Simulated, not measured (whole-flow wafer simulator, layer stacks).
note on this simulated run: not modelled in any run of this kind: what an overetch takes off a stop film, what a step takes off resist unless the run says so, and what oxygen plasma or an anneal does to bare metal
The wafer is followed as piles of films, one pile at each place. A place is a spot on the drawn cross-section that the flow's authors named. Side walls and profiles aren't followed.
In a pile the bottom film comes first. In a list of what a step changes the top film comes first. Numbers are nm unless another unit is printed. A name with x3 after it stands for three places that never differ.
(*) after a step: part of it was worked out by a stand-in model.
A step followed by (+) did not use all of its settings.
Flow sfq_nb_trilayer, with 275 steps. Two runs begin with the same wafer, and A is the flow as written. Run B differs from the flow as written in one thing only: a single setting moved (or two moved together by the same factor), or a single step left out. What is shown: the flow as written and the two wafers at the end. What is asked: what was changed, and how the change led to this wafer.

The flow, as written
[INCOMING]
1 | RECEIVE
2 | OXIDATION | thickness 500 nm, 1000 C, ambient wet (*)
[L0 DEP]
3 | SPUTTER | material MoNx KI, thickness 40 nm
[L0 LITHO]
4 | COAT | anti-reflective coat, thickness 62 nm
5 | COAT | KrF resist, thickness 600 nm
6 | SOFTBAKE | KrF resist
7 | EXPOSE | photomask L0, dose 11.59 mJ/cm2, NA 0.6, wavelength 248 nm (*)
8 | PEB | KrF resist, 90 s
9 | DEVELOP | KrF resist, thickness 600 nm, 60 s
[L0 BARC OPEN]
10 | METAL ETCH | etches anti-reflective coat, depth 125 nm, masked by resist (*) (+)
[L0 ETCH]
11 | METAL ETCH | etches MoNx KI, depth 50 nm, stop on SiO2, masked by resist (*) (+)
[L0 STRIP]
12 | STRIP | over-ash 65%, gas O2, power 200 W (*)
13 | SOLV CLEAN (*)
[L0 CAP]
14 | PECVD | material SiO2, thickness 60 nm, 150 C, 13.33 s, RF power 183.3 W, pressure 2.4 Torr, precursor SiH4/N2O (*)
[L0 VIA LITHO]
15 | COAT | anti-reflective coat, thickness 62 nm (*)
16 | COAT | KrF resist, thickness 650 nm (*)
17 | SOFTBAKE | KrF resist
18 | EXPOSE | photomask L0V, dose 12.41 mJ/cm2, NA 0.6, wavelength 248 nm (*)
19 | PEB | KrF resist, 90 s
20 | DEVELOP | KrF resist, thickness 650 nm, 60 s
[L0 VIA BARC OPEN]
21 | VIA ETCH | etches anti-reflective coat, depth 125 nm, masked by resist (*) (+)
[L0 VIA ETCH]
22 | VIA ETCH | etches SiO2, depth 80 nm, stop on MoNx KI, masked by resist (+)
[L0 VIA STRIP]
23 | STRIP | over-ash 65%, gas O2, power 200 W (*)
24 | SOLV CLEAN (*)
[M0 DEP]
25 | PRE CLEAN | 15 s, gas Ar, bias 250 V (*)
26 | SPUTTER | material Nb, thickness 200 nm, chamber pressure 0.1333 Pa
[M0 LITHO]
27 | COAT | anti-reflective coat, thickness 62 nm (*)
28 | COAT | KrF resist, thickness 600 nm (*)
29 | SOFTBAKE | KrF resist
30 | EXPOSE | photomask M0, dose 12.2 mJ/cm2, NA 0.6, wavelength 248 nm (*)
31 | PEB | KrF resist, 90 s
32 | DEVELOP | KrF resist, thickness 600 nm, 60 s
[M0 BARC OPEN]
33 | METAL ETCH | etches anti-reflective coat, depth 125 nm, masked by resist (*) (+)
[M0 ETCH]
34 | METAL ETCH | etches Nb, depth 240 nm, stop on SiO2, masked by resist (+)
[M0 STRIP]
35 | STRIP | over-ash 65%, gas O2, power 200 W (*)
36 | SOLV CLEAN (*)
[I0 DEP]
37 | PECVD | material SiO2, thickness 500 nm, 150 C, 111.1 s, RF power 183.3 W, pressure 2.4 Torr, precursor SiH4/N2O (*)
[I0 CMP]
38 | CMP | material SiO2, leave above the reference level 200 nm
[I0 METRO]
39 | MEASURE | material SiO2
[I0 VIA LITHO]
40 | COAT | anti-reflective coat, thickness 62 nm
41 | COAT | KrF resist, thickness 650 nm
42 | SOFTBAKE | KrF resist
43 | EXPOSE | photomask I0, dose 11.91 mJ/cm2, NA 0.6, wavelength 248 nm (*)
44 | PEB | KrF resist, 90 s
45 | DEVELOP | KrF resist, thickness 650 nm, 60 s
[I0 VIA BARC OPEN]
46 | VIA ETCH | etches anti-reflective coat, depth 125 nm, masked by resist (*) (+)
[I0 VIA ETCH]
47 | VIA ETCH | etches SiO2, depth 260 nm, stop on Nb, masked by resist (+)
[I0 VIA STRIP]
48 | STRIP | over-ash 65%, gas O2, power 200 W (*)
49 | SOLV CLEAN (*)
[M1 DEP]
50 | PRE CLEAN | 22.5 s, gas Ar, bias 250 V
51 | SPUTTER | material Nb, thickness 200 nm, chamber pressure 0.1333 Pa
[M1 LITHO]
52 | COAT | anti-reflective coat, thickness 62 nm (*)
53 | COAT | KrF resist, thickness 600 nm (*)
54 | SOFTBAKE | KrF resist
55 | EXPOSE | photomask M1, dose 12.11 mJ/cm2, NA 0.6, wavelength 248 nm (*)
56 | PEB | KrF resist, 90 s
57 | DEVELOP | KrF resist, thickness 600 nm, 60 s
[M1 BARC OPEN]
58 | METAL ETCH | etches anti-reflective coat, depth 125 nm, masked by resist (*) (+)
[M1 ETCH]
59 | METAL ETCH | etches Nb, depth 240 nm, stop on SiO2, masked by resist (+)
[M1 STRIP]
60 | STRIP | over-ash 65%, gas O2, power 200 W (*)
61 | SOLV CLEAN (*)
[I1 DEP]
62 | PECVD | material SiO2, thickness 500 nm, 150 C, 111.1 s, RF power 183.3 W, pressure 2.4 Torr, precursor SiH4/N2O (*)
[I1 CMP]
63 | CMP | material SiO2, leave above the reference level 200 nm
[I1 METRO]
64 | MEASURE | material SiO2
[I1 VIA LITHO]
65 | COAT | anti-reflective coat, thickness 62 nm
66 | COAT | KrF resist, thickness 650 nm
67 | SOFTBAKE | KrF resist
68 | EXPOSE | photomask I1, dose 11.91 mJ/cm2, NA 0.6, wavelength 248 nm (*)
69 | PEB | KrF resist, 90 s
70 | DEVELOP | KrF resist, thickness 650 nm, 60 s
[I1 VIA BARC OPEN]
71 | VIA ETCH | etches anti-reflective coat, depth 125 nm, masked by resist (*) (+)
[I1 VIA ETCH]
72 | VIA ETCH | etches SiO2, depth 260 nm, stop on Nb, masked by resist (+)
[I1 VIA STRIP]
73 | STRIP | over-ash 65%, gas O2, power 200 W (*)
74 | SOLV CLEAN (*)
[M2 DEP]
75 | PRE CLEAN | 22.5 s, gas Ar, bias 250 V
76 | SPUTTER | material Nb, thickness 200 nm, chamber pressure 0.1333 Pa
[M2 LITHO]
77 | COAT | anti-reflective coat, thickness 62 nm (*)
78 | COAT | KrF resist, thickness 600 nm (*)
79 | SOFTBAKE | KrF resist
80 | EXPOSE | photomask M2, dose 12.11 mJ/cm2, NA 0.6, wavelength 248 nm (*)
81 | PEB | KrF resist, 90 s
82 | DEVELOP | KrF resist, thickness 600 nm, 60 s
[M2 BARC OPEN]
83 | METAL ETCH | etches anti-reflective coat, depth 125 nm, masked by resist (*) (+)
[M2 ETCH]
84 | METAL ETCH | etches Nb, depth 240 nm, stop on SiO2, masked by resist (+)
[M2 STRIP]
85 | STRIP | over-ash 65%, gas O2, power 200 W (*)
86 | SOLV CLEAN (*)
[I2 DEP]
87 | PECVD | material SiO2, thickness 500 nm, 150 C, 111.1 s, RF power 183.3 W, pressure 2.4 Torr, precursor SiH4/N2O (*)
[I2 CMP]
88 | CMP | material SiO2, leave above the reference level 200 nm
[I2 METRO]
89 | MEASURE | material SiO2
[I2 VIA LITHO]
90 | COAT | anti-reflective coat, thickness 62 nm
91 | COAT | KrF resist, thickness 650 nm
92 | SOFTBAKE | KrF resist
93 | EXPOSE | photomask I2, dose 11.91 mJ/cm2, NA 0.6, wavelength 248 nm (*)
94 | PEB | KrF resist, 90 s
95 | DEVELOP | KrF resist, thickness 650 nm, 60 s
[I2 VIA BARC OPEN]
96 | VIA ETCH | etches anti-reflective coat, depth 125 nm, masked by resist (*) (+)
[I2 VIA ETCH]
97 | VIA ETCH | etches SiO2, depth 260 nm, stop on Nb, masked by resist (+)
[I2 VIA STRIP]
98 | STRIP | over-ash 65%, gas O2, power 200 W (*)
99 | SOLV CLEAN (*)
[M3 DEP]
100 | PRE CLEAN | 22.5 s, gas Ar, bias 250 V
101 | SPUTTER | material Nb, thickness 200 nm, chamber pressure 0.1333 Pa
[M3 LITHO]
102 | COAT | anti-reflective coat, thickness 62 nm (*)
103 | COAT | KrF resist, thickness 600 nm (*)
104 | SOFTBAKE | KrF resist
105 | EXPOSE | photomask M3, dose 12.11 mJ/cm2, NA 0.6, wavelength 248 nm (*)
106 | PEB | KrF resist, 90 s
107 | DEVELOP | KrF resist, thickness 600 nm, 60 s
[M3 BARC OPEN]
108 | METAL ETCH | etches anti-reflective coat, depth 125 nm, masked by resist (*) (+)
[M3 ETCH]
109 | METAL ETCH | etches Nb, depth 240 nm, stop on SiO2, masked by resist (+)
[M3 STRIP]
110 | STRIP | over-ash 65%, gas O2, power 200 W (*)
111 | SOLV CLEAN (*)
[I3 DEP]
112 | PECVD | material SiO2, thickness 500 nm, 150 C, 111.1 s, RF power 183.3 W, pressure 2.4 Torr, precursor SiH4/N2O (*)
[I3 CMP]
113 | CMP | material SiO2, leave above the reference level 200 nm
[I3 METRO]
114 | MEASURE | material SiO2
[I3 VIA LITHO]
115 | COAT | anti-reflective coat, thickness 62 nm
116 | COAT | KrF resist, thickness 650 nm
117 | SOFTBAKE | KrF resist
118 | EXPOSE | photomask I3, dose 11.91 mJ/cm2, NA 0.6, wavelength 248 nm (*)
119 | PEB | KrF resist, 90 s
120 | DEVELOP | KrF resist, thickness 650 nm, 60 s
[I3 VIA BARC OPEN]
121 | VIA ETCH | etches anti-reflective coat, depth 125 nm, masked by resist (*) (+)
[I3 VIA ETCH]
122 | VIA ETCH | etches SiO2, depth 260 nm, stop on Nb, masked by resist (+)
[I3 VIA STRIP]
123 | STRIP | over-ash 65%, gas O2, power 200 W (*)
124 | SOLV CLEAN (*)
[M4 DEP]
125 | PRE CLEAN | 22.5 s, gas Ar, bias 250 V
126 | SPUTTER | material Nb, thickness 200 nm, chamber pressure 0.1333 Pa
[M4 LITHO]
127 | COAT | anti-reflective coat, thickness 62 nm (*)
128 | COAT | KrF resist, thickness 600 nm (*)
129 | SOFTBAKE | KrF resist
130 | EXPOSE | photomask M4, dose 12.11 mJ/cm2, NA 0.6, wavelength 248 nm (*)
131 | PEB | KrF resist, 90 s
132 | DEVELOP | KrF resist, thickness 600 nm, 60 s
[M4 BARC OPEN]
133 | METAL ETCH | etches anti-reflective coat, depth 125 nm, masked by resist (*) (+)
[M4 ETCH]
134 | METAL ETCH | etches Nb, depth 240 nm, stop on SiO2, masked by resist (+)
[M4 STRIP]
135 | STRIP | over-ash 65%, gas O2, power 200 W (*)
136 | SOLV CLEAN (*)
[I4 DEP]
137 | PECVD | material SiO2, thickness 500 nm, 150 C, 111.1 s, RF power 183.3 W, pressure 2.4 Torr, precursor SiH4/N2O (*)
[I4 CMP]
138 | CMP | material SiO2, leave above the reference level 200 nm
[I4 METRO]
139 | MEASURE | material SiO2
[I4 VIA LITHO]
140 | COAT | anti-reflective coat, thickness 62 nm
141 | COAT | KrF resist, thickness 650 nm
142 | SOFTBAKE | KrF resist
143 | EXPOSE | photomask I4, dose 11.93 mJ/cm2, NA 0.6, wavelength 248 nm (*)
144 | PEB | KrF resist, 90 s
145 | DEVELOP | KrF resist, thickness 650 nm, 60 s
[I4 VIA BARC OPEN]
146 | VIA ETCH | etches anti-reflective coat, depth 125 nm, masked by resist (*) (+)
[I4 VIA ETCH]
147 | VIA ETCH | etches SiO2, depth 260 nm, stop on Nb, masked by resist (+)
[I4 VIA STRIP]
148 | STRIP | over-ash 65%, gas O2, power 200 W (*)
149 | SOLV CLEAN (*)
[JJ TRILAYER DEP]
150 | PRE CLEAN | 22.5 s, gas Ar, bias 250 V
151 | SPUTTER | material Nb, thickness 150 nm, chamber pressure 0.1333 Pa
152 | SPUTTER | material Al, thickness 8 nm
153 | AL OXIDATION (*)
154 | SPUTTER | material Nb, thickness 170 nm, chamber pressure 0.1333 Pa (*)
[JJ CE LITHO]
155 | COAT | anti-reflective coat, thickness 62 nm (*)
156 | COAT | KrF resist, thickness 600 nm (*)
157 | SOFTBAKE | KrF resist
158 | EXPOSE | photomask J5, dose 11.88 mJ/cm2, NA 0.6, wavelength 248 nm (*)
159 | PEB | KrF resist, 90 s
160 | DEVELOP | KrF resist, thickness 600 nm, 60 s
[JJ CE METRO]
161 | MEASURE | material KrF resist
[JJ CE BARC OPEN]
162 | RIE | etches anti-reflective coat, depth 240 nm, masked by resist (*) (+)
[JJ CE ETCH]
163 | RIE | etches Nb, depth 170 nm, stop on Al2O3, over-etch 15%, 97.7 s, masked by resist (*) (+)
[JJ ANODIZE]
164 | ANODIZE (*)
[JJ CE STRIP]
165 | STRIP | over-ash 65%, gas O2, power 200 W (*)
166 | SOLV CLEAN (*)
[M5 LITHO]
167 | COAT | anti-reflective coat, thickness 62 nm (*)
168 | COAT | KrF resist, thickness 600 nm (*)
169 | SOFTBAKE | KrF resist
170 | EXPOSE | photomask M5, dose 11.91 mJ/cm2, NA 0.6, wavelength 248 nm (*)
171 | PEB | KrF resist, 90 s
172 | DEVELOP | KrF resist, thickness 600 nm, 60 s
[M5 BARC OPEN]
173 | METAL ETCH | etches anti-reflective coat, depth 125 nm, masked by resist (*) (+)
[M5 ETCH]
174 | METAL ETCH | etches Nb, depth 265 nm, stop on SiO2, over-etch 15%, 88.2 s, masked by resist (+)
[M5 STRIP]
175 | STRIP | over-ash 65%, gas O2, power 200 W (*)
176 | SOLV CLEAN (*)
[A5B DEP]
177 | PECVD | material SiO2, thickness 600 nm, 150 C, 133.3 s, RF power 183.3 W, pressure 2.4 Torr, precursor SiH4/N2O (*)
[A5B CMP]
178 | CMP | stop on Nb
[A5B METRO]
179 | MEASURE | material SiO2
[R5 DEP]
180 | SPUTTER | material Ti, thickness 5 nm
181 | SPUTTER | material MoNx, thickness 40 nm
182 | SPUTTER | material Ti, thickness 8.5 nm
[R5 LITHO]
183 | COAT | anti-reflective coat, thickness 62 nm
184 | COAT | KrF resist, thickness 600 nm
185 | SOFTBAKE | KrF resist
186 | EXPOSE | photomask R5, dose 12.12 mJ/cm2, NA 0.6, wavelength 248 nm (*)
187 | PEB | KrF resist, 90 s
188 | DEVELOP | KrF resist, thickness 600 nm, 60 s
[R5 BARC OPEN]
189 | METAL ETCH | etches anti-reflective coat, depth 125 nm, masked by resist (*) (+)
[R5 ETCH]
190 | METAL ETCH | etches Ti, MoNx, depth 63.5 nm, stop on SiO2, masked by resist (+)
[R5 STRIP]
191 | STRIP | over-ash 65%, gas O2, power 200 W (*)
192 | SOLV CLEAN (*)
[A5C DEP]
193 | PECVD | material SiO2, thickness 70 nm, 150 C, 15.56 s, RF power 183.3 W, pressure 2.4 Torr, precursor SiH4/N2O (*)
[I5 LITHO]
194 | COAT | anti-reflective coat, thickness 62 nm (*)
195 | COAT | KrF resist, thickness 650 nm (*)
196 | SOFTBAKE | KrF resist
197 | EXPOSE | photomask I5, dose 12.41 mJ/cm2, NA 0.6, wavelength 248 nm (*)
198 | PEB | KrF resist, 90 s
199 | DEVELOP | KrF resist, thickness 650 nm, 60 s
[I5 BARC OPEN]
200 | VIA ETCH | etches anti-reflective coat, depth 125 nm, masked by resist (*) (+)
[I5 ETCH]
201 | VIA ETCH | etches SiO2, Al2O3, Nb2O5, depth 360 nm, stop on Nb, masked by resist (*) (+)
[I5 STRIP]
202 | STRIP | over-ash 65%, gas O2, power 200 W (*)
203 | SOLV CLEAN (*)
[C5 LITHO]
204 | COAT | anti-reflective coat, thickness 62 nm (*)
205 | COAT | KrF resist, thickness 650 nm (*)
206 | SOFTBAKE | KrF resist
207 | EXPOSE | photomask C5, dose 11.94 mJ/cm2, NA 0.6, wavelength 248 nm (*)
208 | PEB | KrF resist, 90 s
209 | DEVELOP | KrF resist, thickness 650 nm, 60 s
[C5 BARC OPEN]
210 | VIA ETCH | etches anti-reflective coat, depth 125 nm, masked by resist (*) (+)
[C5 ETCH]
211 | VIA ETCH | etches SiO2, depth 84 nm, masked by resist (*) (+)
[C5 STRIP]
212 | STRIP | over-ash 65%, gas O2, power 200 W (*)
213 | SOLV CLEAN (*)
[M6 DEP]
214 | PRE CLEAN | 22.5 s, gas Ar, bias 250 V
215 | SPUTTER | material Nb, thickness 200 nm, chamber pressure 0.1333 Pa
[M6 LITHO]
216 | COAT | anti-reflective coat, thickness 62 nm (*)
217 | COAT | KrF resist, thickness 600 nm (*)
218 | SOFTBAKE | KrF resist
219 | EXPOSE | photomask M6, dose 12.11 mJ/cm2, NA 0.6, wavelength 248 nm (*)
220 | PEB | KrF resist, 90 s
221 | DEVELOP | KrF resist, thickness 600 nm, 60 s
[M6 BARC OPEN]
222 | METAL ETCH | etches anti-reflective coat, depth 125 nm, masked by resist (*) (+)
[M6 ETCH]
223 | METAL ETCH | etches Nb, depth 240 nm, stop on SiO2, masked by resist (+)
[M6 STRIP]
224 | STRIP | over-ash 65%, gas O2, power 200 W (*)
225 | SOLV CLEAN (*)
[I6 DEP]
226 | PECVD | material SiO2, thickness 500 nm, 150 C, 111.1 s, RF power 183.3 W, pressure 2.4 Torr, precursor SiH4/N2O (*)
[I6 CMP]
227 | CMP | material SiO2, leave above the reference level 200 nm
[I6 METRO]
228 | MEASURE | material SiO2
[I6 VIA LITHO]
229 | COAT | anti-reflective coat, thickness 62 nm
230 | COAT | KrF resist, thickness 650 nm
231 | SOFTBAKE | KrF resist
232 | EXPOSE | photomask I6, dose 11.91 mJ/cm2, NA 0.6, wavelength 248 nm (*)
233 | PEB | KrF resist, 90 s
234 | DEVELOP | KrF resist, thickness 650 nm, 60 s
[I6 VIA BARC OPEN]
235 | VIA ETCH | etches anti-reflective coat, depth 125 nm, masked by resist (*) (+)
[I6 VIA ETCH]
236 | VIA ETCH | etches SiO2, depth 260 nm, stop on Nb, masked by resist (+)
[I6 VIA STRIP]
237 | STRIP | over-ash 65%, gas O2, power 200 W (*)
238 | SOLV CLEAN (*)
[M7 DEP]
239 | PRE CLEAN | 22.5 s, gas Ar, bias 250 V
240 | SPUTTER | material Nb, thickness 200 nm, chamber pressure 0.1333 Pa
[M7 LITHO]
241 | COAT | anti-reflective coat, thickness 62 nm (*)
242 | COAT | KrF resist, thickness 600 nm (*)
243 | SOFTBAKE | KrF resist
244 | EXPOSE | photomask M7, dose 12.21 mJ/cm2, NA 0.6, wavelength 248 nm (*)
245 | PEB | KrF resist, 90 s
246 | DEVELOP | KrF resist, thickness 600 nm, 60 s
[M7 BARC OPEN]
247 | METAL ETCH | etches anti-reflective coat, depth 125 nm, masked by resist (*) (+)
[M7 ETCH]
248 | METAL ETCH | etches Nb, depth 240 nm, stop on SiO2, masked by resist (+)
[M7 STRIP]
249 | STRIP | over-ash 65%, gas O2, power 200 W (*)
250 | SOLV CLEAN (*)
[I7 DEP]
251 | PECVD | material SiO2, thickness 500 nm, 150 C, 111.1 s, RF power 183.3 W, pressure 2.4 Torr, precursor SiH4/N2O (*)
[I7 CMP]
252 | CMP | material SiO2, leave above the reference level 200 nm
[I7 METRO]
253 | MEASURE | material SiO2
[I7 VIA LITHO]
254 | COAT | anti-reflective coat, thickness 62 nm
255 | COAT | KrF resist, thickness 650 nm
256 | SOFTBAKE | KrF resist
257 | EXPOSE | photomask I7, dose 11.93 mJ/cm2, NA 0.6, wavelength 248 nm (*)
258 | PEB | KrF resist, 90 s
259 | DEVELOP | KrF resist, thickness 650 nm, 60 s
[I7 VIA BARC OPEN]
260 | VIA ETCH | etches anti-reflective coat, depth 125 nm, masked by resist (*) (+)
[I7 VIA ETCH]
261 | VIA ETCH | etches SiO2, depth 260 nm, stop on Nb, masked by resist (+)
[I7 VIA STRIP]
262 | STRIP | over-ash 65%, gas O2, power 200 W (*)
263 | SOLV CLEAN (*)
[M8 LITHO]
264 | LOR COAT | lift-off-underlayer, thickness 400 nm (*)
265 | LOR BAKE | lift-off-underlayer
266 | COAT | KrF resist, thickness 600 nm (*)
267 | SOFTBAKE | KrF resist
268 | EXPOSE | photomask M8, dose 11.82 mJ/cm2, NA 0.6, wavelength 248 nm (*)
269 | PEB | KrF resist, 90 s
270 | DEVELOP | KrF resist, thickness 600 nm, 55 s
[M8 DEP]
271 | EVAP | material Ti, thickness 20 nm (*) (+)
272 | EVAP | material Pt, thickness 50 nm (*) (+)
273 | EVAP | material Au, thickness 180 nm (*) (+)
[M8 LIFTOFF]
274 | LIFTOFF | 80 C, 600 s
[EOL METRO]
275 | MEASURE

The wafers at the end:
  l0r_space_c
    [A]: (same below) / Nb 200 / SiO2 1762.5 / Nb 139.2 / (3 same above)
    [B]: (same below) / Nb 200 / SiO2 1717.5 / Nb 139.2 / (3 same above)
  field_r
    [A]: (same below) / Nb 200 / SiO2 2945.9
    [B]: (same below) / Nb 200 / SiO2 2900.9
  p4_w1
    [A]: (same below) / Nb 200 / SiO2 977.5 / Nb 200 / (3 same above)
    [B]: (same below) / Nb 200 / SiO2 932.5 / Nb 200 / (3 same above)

What caused this: step 51, SPUTTER: thickness 155 nm was run, whereas the flow has thickness 200 nm.

How this came from the change, step by step:
  51 | SPUTTER | material Nb, thickness 200 nm, chamber pressure 0.1333 Pa
      field_l, v_sur, via_wl and 102 more: A +200 Nb (new film) | B +155 Nb (new film)
      via_w: A +174.5 Nb | B +135.8 Nb
  52 | COAT | anti-reflective coat, thickness 62 nm (*)
      via_wr: A +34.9 anti-reflective coat (new film) | B +33.8 anti-reflective coat (new film)
  59 | METAL ETCH | etches Nb, depth 240 nm, stop on SiO2, masked by resist (+)
      field_l, be, be_sur and 79 more: A -200 Nb (all of it) | B -155 Nb (all of it)
      v_sur, via_wl, via_w and 21 more: A -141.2 KrF resist | B -136.8 KrF resist
  60 | STRIP | over-ash 65%, gas O2, power 200 W (*)
      via_wr: A -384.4 KrF resist (all of it), -34.9 anti-reflective coat (all of it) | B -390.4 KrF resist (all of it), -33.8 anti-reflective coat (all of it)
  62 | PECVD | material SiO2, thickness 500 nm, 150 C, 111.1 s, RF power 183.3 W, pressure 2.4 Torr, precursor SiH4/N2O (*)
      wl_d_sl, wl_d_sr: A +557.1 SiO2 | B +512.1 SiO2
  63 | CMP | material SiO2, leave above the reference level 200 nm
      field_l, be, be_sur and 72 more: A -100 SiO2 | B -145 SiO2
      lsp_m, ln_m6, lsp_r, l0_sur, l0v: A -94.9 SiO2 | B -145 SiO2
      (as well as at 1 more place)
